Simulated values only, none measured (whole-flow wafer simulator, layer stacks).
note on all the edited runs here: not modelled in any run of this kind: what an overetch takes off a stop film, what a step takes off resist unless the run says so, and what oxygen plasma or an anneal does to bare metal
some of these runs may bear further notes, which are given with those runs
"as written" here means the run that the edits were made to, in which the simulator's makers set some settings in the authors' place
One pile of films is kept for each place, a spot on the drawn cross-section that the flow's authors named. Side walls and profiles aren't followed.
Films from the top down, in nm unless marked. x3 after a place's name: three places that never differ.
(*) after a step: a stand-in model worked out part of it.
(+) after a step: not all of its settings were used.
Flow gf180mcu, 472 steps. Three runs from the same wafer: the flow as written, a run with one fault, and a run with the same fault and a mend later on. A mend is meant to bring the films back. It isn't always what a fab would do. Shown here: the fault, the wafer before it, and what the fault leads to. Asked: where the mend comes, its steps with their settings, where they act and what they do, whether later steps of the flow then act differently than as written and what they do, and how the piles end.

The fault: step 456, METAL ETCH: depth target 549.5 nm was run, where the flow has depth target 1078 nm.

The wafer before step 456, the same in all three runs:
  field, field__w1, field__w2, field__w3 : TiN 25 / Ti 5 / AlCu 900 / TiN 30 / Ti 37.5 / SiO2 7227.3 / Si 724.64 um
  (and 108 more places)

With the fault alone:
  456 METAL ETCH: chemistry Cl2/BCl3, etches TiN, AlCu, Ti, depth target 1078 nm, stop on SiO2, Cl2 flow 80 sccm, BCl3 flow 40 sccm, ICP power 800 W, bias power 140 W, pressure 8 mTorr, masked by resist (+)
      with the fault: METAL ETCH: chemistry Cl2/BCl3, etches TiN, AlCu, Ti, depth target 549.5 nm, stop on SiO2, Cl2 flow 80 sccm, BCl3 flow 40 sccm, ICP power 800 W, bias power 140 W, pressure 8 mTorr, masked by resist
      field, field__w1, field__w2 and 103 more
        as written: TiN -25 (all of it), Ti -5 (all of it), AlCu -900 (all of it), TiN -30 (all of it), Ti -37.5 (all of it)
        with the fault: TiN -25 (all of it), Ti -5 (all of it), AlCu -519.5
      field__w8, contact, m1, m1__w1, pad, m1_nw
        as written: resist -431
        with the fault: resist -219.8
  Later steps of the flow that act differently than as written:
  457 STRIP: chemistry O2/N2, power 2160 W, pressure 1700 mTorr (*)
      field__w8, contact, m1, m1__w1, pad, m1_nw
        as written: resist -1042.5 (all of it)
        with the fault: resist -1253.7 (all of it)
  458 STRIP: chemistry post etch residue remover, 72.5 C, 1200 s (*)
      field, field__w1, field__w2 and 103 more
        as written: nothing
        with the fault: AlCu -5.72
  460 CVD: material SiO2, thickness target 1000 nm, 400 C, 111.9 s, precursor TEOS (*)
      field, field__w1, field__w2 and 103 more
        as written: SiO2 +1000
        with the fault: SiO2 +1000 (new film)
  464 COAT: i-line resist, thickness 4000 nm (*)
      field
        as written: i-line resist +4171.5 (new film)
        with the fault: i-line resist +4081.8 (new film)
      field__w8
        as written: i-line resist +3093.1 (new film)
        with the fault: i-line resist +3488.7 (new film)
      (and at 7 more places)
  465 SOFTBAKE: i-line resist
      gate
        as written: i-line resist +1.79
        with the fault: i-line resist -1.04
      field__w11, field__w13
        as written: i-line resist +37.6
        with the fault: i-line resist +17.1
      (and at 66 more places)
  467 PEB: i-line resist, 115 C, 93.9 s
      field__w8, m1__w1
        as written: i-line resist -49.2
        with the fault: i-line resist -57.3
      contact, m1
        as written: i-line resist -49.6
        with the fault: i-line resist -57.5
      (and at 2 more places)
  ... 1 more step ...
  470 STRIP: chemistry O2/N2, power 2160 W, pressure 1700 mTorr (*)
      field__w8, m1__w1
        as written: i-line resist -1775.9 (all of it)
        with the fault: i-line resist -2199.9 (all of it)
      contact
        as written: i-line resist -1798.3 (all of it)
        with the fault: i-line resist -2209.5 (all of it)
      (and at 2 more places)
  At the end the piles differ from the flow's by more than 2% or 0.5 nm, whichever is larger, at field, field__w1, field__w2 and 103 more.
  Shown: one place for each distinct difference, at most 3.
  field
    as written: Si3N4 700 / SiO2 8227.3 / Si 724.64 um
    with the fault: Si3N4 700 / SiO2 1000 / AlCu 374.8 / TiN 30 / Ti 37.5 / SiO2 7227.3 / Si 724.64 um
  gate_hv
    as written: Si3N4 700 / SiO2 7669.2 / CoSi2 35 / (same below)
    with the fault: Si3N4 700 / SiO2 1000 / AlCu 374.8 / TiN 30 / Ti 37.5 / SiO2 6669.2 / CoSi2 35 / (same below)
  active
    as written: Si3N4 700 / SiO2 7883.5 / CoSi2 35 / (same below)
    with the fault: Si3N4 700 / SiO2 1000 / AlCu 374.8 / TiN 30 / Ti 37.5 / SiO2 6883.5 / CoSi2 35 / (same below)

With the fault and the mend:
  The mend comes after step 456.
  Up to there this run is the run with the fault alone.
  456a METAL ETCH: chemistry Cl2/BCl3, etches TiN, AlCu, Ti, depth target 528 nm, stop on SiO2, Cl2 flow 80 sccm, BCl3 flow 40 sccm, ICP power 800 W, bias power 140 W, pressure 8 mTorr, masked by resist (+) (the flow's step 456 once more, with other settings)
      field, field__w1, field__w2 and 103 more
        AlCu -380.5 (all of it), TiN -30 (all of it), Ti -37.5 (all of it)
      field__w8, contact, m1, m1__w1, pad, m1_nw
        resist -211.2
  No later step of the flow acts differently than as written at any place that is followed.
  At the end the piles are the same as the flow's at every place that both follow.
